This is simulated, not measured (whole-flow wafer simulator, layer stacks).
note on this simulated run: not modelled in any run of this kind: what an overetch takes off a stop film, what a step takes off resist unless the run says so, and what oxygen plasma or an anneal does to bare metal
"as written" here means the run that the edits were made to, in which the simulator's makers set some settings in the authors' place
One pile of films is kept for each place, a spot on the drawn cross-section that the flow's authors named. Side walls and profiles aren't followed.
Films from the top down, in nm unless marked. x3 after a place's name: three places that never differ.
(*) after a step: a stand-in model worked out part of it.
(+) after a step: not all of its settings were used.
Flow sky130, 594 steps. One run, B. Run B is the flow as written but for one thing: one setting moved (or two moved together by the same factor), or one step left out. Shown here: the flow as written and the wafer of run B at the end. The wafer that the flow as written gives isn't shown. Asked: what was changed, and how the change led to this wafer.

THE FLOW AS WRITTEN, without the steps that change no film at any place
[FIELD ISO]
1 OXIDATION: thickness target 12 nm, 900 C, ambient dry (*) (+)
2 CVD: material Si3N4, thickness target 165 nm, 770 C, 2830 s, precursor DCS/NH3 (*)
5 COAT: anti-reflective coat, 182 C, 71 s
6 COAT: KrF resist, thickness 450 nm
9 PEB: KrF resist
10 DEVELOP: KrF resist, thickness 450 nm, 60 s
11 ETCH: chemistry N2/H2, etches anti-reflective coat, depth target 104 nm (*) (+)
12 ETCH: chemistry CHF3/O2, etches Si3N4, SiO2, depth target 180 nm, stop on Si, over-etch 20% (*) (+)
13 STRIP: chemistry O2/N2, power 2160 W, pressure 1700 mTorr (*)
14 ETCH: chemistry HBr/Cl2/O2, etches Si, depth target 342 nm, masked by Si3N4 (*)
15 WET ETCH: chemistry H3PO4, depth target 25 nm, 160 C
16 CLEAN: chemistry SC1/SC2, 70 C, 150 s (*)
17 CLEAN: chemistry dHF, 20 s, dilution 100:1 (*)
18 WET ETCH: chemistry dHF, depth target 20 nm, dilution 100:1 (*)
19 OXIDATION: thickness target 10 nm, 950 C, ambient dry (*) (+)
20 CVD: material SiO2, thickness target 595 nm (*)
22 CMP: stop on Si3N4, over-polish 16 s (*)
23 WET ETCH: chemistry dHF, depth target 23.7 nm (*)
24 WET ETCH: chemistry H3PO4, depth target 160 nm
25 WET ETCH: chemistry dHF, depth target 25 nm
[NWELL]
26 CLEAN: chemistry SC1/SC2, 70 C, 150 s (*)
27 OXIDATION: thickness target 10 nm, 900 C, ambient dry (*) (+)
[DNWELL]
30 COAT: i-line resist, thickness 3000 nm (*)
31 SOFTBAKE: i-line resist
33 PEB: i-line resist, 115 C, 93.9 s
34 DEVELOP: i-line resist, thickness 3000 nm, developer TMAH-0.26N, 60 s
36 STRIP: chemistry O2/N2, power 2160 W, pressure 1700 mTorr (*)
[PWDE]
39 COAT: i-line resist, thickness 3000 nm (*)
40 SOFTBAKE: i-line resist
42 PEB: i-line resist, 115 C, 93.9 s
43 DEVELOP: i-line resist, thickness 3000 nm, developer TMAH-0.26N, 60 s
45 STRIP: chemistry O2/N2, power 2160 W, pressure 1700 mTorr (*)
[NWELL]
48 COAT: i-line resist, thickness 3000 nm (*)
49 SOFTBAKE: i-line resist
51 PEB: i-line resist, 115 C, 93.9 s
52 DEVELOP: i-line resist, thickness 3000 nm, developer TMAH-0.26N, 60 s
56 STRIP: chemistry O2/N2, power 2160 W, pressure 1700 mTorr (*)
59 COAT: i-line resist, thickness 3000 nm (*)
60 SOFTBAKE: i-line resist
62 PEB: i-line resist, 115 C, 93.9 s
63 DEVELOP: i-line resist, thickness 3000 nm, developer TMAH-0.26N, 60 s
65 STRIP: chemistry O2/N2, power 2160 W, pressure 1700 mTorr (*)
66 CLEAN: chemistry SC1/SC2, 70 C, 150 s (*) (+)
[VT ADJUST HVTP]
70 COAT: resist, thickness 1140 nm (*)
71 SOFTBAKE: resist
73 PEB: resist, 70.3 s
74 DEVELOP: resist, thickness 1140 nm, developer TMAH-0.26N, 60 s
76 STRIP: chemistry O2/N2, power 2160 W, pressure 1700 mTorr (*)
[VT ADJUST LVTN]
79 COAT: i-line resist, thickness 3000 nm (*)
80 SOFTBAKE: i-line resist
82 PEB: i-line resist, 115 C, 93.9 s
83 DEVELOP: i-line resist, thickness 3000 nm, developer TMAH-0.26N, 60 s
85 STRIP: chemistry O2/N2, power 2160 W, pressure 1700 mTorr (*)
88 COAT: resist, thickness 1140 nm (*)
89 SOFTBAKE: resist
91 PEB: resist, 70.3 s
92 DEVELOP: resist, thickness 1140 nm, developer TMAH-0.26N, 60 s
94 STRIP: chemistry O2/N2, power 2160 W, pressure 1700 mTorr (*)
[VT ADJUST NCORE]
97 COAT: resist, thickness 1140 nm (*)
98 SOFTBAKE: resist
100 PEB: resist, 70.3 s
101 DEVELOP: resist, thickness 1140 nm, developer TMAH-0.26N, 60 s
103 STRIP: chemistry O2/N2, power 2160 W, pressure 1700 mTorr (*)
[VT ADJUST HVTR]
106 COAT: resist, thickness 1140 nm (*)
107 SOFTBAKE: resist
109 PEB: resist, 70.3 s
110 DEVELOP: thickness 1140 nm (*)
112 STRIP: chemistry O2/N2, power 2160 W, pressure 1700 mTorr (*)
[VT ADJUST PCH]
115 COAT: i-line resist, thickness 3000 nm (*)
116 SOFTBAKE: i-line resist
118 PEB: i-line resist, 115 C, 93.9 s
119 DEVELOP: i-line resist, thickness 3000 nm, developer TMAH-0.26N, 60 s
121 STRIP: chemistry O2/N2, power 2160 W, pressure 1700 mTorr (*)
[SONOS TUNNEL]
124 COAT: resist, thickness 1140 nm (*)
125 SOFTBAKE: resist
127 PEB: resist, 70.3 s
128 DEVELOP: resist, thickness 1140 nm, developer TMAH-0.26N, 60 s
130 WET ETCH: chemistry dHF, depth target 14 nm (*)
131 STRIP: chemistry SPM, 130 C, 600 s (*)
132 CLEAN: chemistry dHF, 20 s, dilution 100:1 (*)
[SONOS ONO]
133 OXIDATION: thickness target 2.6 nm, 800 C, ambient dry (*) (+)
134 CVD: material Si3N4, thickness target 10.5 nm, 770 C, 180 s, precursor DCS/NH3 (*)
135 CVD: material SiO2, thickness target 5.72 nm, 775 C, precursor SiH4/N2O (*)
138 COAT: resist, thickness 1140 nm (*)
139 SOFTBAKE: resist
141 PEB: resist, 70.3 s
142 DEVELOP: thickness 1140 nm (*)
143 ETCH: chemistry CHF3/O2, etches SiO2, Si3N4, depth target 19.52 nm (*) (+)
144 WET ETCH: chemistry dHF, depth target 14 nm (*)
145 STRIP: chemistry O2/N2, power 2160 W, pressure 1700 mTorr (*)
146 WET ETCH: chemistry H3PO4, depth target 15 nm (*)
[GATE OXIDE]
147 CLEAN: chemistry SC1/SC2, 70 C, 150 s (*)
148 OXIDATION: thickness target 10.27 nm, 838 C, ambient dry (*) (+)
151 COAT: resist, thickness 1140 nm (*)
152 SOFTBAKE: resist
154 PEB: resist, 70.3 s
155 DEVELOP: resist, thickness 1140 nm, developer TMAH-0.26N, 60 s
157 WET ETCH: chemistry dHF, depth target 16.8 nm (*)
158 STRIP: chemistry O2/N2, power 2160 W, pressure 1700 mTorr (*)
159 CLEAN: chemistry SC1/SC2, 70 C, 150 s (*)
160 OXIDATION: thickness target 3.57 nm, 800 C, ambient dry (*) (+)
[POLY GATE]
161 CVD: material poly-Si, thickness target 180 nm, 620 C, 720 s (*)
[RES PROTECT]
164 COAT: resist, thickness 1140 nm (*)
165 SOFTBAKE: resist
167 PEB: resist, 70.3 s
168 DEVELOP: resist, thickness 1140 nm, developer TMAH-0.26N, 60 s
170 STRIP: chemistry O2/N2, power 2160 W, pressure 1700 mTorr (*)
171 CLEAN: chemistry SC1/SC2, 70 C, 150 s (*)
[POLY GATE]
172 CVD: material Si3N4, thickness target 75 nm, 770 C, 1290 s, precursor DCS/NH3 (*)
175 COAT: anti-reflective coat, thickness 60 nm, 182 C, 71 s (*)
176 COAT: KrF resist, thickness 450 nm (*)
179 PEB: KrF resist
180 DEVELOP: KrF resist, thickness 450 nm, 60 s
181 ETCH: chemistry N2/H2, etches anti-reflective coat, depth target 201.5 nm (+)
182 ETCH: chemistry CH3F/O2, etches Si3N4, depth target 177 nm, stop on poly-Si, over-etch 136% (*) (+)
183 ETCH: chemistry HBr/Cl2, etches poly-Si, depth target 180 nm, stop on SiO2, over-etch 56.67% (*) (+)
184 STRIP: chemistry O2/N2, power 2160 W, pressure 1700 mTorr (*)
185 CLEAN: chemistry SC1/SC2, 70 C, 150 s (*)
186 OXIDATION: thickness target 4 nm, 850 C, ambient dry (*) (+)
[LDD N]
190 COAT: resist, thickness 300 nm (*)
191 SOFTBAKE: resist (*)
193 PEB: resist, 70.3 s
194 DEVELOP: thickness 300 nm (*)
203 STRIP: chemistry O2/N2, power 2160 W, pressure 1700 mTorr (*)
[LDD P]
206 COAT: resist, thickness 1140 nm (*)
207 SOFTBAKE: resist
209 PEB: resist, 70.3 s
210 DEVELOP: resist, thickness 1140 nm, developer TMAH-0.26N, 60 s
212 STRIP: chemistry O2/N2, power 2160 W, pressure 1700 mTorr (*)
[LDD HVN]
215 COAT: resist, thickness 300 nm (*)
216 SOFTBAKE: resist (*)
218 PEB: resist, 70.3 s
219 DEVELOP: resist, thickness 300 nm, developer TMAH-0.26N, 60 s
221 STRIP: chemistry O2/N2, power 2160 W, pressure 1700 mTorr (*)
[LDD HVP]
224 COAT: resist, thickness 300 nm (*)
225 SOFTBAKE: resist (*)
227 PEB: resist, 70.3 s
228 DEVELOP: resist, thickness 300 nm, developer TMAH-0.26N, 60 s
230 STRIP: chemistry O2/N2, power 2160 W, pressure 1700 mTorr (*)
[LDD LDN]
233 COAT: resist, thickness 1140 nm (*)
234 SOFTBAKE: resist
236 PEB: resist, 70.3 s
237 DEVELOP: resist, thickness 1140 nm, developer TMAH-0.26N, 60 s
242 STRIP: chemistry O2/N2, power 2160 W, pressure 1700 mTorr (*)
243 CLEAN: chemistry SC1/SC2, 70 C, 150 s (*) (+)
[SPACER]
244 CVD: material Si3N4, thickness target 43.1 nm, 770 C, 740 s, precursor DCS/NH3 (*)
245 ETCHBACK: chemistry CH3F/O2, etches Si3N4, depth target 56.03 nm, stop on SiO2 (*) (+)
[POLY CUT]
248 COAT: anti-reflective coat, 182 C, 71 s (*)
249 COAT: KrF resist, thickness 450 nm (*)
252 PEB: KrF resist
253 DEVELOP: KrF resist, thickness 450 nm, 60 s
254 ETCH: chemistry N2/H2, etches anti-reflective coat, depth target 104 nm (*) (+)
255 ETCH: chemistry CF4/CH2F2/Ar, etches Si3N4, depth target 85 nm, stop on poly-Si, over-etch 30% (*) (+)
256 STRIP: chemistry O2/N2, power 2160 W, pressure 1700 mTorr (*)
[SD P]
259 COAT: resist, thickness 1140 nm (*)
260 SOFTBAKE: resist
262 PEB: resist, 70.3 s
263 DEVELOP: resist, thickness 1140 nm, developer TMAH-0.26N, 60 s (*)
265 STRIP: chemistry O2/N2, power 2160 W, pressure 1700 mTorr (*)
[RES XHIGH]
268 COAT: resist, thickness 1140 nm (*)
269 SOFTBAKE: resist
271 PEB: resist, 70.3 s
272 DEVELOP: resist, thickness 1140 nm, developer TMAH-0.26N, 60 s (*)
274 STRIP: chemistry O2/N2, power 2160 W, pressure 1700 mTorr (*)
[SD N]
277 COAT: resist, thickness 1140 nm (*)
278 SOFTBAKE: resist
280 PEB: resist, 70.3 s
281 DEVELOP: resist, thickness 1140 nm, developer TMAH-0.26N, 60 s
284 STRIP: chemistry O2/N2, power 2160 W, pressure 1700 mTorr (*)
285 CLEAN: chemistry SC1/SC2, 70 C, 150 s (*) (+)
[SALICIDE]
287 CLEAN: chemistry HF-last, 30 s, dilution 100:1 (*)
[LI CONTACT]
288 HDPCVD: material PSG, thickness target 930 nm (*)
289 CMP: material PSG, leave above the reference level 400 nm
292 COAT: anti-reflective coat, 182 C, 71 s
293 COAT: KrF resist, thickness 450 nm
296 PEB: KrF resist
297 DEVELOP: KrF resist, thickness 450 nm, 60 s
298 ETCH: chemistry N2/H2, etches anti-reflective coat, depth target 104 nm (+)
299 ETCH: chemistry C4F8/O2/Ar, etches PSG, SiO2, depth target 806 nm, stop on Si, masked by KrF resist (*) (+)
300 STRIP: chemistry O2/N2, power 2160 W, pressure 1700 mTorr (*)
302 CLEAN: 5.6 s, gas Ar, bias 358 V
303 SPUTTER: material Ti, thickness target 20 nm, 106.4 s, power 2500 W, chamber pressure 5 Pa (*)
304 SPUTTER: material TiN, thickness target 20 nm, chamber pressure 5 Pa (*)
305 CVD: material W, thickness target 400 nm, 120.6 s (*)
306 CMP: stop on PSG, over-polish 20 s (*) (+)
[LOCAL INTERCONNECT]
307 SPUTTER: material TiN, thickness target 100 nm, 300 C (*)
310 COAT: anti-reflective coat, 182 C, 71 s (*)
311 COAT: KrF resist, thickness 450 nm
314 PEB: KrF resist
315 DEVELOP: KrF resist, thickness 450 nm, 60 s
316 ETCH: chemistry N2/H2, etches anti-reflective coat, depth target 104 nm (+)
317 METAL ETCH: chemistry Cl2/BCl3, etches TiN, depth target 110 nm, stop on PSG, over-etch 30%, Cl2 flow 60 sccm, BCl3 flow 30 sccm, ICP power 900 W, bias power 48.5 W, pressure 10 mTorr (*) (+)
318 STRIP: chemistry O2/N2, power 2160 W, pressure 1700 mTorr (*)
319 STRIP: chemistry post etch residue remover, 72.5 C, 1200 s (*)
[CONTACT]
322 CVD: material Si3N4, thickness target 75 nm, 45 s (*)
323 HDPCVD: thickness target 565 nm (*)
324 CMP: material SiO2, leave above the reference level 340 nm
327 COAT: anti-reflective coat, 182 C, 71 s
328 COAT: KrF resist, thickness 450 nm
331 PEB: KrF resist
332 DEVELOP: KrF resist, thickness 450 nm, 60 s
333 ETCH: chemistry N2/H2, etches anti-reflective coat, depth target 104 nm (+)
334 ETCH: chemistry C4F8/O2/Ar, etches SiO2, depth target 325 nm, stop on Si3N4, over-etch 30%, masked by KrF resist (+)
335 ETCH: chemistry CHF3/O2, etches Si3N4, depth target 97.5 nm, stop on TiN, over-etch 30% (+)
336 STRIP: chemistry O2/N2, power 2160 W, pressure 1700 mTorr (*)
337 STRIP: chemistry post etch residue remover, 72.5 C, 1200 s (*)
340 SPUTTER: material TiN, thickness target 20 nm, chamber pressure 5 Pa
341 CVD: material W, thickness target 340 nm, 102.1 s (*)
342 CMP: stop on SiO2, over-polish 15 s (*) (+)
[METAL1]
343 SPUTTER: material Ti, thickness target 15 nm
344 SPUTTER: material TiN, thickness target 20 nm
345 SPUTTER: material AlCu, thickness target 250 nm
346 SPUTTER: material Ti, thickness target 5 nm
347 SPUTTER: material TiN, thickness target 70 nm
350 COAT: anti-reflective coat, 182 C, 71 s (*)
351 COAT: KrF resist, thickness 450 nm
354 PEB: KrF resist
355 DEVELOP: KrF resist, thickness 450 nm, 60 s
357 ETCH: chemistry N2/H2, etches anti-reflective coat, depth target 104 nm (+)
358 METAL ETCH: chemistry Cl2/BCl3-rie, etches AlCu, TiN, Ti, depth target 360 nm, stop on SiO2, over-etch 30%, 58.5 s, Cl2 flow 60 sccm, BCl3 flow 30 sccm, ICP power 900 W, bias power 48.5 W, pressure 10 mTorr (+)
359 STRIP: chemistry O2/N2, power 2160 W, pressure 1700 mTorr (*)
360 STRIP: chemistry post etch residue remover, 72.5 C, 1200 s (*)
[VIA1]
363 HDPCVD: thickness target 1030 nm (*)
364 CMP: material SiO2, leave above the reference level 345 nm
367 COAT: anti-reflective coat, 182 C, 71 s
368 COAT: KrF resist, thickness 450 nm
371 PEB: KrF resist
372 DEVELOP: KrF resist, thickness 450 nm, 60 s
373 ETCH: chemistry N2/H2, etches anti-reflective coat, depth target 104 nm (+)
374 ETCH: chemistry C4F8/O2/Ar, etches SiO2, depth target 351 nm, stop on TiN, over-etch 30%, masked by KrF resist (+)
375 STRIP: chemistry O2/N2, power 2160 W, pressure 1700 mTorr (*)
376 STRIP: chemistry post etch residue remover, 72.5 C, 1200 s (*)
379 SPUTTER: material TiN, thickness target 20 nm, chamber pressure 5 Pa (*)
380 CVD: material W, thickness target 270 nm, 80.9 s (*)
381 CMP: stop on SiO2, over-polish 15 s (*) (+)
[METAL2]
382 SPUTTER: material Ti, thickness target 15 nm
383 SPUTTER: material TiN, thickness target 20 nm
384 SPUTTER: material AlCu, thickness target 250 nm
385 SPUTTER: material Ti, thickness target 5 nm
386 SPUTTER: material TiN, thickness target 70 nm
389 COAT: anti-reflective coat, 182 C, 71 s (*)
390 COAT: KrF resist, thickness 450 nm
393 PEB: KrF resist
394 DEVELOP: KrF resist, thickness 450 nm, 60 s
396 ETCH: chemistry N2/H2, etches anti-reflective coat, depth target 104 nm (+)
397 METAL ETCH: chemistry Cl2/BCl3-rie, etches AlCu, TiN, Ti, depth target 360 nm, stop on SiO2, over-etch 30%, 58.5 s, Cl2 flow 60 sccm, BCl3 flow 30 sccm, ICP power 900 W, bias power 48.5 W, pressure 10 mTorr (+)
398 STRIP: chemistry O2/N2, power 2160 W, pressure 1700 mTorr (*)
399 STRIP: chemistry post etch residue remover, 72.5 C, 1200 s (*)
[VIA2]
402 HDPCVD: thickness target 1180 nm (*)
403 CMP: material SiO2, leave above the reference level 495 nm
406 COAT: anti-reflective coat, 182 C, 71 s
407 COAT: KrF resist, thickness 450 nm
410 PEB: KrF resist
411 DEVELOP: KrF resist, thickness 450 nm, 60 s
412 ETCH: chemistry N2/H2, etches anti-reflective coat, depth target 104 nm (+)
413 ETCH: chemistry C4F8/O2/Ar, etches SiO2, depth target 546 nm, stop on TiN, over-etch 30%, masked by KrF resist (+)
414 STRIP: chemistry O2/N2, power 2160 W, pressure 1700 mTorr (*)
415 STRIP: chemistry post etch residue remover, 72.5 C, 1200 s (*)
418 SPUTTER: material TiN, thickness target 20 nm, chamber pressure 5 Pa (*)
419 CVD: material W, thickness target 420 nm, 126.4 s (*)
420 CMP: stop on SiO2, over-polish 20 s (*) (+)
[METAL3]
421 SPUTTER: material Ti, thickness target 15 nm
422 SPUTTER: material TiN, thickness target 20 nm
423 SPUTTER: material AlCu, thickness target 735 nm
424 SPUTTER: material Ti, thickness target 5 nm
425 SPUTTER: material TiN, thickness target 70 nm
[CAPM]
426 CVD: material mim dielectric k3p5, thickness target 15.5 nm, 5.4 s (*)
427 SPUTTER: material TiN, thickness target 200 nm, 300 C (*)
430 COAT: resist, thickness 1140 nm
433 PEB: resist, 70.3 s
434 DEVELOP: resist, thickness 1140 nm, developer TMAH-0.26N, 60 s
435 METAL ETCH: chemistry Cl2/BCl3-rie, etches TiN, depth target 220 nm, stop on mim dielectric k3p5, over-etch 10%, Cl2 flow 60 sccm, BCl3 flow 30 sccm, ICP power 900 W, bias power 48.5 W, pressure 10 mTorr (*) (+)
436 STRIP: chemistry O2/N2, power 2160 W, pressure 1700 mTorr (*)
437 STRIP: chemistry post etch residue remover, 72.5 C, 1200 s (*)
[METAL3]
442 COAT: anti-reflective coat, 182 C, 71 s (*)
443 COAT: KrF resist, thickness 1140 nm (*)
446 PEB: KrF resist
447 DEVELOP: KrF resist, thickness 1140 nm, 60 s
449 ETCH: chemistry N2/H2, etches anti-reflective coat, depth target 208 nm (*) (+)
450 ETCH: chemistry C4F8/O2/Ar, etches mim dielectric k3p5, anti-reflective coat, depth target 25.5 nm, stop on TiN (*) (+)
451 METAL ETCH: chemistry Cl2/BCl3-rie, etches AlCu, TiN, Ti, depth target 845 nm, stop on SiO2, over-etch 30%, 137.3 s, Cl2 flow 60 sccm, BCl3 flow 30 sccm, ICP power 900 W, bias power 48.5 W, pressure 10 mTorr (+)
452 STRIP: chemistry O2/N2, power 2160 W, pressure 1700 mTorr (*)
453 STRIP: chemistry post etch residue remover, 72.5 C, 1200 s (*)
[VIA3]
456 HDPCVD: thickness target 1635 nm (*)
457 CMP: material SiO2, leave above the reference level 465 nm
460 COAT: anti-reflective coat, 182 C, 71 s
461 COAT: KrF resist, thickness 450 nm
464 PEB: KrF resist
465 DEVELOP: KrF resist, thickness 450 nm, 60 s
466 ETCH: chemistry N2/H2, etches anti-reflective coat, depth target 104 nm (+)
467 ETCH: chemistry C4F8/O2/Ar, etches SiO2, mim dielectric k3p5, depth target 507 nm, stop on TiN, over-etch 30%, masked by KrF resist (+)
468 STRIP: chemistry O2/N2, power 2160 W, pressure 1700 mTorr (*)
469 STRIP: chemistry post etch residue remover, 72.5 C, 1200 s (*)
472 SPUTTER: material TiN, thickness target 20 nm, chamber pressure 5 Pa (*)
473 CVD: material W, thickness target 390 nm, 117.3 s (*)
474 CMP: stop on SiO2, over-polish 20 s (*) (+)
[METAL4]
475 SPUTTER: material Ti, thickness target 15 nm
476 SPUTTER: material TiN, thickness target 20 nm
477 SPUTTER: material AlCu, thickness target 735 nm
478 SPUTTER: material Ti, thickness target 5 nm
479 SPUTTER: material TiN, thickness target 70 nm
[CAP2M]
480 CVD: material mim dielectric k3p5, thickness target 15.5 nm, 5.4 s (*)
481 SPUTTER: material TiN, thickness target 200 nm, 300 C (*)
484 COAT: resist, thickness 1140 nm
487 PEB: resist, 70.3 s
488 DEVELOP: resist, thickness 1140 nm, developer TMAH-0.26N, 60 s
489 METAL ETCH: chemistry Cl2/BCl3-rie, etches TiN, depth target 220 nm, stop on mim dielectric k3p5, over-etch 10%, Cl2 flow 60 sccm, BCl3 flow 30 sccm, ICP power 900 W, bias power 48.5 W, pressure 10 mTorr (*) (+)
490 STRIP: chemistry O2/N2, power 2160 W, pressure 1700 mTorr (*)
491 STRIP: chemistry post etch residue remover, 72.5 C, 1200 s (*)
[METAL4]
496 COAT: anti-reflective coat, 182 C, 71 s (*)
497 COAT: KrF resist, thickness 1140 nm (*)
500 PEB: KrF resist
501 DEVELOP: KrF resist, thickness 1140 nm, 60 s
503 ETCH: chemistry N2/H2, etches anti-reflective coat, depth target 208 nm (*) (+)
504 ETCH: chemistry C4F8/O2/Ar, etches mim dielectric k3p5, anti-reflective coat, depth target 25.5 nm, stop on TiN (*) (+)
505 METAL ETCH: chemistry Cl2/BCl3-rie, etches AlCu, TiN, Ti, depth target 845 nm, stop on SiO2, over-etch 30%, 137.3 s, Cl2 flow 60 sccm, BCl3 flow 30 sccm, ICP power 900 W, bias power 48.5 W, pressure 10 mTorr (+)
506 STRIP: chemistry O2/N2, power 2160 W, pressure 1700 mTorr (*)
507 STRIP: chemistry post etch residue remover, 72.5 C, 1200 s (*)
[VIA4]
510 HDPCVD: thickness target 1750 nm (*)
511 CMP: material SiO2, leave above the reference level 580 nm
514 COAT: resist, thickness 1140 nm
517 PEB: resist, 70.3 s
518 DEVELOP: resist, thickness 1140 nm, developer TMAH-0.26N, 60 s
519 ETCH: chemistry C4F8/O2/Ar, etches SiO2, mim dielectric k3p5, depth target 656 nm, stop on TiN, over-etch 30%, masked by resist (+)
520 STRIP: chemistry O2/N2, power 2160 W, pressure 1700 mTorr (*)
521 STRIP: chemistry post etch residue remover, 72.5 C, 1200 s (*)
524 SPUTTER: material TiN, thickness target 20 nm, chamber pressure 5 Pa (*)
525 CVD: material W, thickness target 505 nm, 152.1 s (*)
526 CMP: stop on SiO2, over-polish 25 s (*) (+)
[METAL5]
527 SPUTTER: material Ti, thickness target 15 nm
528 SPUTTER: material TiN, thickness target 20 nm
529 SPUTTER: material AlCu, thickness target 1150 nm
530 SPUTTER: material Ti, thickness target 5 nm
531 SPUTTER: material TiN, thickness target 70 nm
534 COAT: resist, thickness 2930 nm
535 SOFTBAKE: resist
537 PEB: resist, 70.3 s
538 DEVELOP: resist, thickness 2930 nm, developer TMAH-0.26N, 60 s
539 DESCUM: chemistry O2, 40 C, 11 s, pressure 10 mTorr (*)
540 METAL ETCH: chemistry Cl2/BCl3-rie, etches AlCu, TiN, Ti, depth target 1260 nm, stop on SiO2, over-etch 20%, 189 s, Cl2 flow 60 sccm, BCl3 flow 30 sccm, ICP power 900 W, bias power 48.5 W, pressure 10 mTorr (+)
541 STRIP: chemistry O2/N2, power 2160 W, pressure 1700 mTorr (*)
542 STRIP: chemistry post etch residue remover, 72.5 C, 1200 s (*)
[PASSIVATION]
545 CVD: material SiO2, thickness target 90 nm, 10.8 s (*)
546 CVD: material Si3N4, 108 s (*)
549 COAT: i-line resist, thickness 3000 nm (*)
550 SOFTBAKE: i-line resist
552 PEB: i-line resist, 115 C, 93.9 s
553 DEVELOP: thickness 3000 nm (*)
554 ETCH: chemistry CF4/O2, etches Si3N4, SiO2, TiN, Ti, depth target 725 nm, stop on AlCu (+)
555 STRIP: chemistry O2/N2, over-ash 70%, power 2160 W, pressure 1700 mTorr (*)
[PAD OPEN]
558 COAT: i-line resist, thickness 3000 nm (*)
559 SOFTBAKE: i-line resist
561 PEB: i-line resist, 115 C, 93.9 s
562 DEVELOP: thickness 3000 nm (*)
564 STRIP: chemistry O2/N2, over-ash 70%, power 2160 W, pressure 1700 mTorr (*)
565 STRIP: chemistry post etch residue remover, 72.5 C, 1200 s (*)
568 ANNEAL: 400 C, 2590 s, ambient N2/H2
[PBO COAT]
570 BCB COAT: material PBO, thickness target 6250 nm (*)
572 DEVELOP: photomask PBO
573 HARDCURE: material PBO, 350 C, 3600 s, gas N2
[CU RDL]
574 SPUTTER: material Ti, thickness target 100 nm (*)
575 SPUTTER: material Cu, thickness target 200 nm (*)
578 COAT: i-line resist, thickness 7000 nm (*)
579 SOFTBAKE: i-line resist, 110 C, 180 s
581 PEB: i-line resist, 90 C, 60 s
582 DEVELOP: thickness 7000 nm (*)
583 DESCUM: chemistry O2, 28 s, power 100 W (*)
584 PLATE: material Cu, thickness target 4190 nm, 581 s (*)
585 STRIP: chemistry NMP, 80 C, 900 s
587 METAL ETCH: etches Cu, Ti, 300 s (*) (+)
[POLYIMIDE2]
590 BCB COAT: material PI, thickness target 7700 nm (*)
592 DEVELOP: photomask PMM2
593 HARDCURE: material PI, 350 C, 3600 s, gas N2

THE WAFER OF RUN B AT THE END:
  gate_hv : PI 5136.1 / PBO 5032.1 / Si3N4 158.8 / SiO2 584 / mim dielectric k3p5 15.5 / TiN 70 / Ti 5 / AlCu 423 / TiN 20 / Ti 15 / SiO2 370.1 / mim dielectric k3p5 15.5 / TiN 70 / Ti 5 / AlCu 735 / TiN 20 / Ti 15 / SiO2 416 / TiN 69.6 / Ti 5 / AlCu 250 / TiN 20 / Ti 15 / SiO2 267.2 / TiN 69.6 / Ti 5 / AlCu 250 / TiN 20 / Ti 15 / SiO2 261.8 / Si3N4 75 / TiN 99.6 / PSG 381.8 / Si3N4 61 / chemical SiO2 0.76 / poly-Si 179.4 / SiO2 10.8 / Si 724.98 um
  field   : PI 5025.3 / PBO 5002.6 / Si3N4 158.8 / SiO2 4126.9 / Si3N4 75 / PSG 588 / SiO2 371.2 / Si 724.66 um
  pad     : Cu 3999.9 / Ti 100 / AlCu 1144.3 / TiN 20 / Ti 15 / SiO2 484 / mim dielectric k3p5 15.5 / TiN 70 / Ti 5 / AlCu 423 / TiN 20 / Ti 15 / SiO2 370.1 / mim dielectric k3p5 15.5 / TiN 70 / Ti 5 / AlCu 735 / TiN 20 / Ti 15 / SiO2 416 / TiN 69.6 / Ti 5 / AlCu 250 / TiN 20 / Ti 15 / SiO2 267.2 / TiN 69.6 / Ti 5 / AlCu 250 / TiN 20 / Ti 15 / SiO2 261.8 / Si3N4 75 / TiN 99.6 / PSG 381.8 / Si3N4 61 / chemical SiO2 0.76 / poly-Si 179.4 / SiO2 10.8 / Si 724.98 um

The cause: step 477, SPUTTER: thickness target 423 nm was run, where the flow has thickness target 735 nm.
It can be read off the wafer: gate_hv has AlCu 423, and step 477 as written asks for 735 nm.

How the change led to this, step by step:
  477 SPUTTER: material AlCu, thickness target 735 nm
      field, active, n_well and 189 more: AlCu +423 (new film) (as written it would be: AlCu +735 (new film))
  505 METAL ETCH: chemistry Cl2/BCl3-rie, etches AlCu, TiN, Ti, depth target 845 nm, stop on SiO2, over-etch 30%, 137.3 s, Cl2 flow 60 sccm, BCl3 flow 30 sccm, ICP power 900 W, bias power 48.5 W, pressure 10 mTorr (+)
      field, gate, spacer and 68 more: TiN -70 (all of it), Ti -5 (all of it), AlCu -423 (all of it), TiN -20 (all of it), Ti -15 (all of it), SiO2 -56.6 (as written it would be: TiN -70 (all of it), Ti -5 (all of it), AlCu -735 (all of it), TiN -20 (all of it), Ti -15 (all of it), SiO2 -25.4)
      active, vpp_iso1, mim_edge_plate and 13 more: TiN -70 (all of it), Ti -5 (all of it), AlCu -423 (all of it), TiN -20 (all of it), Ti -15 (all of it), SiO2 -56.6 (as written it would be: TiN -70 (all of it), Ti -5 (all of it), AlCu -735 (all of it), TiN -20 (all of it), Ti -15 (all of it), SiO2 -25.3)
      (and at 1 more place)
  511 CMP: material SiO2, leave above the reference level 580 nm
      field, gate, spacer and 61 more: SiO2 -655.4 (as written it would be: SiO2 -374.7)
      active, vpp_ln, vpp_iso2 and 13 more: SiO2 -655.5 (as written it would be: SiO2 -374.7)
      (and at 8 more places)
